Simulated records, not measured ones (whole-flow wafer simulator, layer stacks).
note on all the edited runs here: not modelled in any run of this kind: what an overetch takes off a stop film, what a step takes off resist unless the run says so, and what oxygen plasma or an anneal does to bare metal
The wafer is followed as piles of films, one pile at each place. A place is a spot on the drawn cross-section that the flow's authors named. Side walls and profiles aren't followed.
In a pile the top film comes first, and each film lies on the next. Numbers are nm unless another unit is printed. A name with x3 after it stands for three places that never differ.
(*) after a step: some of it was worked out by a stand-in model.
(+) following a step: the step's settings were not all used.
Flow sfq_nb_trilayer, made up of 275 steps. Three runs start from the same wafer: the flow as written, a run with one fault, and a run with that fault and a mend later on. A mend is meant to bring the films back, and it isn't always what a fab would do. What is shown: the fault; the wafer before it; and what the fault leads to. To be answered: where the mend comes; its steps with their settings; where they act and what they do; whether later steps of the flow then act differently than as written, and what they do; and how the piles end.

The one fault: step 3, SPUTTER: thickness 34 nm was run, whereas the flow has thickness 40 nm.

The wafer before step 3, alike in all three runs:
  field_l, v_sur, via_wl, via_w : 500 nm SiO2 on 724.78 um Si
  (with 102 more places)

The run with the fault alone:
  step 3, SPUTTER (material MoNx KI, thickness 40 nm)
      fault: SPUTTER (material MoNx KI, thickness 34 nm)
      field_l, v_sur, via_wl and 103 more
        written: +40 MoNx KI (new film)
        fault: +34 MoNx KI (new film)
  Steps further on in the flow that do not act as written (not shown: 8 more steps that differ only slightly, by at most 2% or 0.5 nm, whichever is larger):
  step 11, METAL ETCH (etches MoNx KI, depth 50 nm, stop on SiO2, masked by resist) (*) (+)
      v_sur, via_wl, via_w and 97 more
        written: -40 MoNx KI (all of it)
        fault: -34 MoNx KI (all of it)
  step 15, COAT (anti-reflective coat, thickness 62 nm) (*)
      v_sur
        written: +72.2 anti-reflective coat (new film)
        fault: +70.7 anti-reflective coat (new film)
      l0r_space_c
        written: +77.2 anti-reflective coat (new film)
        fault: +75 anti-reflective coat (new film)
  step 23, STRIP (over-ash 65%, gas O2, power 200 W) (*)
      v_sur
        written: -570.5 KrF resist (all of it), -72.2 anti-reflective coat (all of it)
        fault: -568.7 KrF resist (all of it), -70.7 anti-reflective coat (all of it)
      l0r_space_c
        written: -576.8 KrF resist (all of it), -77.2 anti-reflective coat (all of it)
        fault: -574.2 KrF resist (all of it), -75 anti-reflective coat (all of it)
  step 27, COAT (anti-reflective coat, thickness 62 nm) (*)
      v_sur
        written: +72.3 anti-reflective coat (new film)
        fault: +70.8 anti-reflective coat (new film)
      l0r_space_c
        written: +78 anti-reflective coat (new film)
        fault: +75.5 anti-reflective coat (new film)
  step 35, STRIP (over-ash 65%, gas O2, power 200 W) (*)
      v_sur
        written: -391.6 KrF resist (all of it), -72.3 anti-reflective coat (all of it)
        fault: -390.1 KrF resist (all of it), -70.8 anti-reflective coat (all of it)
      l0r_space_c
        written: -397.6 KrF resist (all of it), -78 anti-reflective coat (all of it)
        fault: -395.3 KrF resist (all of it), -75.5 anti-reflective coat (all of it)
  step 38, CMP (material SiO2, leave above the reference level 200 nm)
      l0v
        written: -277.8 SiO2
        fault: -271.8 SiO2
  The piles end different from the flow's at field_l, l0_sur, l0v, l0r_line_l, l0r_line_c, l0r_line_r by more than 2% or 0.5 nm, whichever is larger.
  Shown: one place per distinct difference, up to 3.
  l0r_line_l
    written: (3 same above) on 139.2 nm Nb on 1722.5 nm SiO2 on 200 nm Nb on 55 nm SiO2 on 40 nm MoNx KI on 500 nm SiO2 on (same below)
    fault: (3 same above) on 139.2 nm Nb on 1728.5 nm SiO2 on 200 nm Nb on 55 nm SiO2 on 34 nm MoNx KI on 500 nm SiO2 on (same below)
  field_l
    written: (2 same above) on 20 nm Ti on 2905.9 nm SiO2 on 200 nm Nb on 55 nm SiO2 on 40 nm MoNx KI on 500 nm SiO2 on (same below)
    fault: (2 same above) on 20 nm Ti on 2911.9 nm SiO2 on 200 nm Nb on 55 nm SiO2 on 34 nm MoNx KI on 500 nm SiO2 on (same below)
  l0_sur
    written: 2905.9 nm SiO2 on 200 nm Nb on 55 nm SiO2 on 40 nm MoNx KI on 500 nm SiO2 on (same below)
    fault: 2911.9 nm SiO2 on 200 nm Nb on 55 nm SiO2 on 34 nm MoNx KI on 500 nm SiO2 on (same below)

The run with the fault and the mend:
  After step 3 comes the mend.
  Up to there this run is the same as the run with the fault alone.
  step 3a, SPUTTER (material MoNx KI, thickness 6 nm) (the flow's step 3, run once more with other settings)
      field_l, v_sur, via_wl and 103 more
        +6 MoNx KI
  Every later step of the flow that is run acts as written at every place that is followed.
  The piles end the same as the flow's at every place that both follow.
